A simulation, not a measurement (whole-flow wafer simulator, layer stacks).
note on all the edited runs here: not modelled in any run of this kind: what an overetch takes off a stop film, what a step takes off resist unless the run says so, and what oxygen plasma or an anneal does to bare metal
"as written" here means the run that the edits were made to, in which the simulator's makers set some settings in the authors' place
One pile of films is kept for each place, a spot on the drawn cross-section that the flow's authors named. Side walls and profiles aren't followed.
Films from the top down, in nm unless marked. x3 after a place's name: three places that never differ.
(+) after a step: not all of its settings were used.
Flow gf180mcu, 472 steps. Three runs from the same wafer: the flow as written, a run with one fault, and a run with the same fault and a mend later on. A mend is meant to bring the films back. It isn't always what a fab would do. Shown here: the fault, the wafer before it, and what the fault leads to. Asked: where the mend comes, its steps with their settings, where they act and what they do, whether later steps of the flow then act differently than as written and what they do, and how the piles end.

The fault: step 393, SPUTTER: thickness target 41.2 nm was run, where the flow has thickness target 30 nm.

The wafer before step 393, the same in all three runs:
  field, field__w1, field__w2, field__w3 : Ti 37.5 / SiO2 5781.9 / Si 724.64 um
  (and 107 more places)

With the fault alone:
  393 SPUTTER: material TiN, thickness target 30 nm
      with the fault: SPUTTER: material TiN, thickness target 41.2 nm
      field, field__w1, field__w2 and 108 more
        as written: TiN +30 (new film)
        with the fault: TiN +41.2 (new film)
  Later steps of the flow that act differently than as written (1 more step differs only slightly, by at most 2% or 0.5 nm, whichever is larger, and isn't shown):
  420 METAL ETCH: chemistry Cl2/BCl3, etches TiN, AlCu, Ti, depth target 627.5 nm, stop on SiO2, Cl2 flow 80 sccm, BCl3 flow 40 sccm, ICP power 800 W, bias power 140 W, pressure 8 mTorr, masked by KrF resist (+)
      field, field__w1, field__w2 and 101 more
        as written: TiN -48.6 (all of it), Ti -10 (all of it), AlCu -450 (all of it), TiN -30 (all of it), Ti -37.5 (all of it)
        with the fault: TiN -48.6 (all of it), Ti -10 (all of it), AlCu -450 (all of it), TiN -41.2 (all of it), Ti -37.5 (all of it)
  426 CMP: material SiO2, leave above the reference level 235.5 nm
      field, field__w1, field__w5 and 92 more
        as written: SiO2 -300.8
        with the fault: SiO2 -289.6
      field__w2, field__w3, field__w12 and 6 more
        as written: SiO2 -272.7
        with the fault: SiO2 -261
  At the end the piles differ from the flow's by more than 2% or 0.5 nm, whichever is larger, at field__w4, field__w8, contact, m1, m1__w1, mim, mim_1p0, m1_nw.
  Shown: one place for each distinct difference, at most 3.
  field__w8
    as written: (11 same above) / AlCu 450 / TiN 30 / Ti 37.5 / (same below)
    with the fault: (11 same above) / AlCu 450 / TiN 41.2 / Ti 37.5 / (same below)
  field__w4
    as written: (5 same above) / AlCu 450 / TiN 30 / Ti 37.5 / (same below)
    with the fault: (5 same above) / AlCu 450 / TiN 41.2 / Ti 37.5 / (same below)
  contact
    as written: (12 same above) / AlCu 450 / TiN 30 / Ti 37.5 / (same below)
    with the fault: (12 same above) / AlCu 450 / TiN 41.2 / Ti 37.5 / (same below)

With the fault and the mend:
  The mend comes after step 393.
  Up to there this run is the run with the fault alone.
  393a METAL ETCH: chemistry Cl2/BCl3, etches TiN, AlCu, Ti, depth target 11.2 nm, Cl2 flow 80 sccm, BCl3 flow 40 sccm, ICP power 800 W, bias power 140 W, pressure 8 mTorr (the flow's step 260 once more, with other settings)
      field, field__w1, field__w2 and 108 more
        TiN -11.2
  No later step of the flow acts differently than as written at any place that is followed.
  At the end the piles are the same as the flow's at every place that both follow.
